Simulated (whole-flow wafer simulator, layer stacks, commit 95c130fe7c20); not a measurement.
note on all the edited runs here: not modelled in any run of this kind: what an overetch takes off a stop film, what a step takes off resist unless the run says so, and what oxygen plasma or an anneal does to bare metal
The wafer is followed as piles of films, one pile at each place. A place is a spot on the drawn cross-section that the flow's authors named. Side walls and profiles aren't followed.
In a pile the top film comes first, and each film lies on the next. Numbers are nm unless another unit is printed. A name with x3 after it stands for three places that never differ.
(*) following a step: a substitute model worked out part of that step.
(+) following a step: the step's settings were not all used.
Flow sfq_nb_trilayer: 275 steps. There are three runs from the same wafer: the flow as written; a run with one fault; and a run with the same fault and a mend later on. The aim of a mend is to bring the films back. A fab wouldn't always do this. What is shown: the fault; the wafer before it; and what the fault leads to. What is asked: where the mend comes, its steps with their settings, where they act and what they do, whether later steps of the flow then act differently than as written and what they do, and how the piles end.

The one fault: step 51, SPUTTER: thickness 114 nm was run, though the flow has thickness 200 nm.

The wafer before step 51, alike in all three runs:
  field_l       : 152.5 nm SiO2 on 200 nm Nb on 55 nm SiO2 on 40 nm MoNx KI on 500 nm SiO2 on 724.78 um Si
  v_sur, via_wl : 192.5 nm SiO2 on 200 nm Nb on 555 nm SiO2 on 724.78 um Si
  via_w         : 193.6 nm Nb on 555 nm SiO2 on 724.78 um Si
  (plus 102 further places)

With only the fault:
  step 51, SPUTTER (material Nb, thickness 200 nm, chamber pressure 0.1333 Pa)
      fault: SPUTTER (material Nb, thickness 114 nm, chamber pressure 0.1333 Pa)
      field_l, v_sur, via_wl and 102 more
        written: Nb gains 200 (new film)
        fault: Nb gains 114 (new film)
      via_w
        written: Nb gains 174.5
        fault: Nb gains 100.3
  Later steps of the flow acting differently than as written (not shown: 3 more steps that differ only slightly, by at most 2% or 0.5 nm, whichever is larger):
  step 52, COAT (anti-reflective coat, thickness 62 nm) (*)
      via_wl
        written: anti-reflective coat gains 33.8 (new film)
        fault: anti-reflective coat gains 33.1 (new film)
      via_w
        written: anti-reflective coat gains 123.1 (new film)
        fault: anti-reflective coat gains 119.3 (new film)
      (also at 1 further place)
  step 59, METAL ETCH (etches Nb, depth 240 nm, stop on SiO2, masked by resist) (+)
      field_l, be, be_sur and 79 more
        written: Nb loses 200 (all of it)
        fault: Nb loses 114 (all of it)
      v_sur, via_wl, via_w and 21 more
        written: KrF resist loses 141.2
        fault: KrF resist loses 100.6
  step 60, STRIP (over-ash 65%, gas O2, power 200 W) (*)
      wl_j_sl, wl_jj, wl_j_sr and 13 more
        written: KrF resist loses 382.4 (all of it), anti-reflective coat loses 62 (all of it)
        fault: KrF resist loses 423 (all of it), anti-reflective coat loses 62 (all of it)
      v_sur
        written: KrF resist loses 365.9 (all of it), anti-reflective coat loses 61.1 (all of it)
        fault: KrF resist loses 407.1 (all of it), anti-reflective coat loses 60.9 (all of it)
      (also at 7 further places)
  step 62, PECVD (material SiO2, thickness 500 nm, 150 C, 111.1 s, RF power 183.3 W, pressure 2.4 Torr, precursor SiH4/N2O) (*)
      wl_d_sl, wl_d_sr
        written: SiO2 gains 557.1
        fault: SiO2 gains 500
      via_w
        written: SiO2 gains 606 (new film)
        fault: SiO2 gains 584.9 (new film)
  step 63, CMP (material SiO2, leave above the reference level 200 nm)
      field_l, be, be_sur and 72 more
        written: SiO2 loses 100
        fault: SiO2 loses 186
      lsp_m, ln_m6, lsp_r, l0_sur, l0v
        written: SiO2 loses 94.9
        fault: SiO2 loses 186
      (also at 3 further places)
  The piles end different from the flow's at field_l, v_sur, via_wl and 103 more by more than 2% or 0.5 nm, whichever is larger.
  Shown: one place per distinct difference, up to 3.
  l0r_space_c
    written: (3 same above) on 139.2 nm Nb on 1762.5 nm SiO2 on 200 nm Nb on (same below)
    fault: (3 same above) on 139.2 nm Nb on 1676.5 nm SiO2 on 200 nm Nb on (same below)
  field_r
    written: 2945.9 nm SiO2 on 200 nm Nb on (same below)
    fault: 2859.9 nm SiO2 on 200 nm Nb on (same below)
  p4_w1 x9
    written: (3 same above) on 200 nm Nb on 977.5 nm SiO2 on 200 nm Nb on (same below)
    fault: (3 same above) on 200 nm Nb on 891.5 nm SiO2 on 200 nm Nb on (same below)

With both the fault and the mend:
  The mend stands after step 57.
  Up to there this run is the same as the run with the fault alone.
  step 57a, STRIP (over-ash 65%, gas O2, power 200 W) (*)
      p4_fl x3, p4_w1 x9, p4_g1 x2 and 47 more
        anti-reflective coat loses 62 (all of it)
      wl_j_sl, wl_jj, wl_j_sr and 13 more
        KrF resist loses 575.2 (all of it), anti-reflective coat loses 62 (all of it)
      r_sur, res, r_end and 8 more
        anti-reflective coat loses 61.8 (all of it)
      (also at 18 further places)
  step 57b, SPUTTER (material Nb, thickness 86 nm, chamber pressure 0.1333 Pa) (the flow's step 51 again, with other settings)
      field_l, v_sur, via_wl and 102 more
        Nb gains 86
      via_w
        Nb gains 70
  step 57c, COAT (anti-reflective coat, thickness 62 nm) (*) (the flow's step 52 again)
      p4_fl x3, p4_w1 x9, p4_g1 x2 and 63 more
        anti-reflective coat gains 62 (new film)
      r_sur, res, r_end and 9 more
        anti-reflective coat gains 61.8 (new film)
      jj_sur, ce_l, c5j, ce_r, sp_r, be_r
        anti-reflective coat gains 61.7 (new film)
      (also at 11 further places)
  step 57d, COAT (KrF resist, thickness 600 nm) (*) (the flow's step 53 again)
      p4_fl x3, p4_w1 x9, p4_g1 x2 and 63 more
        KrF resist gains 600 (new film)
      res, r_end, moat, field_r, l0_sur
        KrF resist gains 599.4 (new film)
      lsp_l, ln_m5, lsp_m, ln_m6, lsp_r
        KrF resist gains 599.5 (new film)
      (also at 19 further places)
  step 57e, SOFTBAKE (KrF resist) (the flow's step 54 again)
      alters no film at any place that is followed
  step 57f, EXPOSE (photomask M1, dose 12.11 mJ/cm2, NA 0.6, wavelength 248 nm) (*) (the flow's step 55 again)
      alters no film at any place that is followed
  step 57g, PEB (KrF resist, 90 s) (the flow's step 56 again)
      wire, be, be_sur and 96 more
        KrF resist loses 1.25
      field_l, via_v
        KrF resist loses 1.24
      via_wl, via_wr
        KrF resist loses 1.26
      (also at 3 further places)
  step 57h, DEVELOP (KrF resist, thickness 600 nm, 60 s) (the flow's step 57 again)
      p4_fl x3, p4_w1 x9, p4_g1 x2 and 47 more
        KrF resist loses 598.7 (all of it)
      v_sur, via_wl, via_w and 21 more
        KrF resist loses 23.5
      moat, field_r, lsp_l, lsp_m, ln_m6, lsp_r, l0_sur
        KrF resist loses 598.2 (all of it)
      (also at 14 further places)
  Later steps of the flow that are run all act as written at every place that is followed, up to a difference of at most 2% or 0.5 nm, whichever is larger.
  The piles end only slightly different from the flow's at the places that both follow, by no more than 2% or 0.5 nm, whichever is larger.
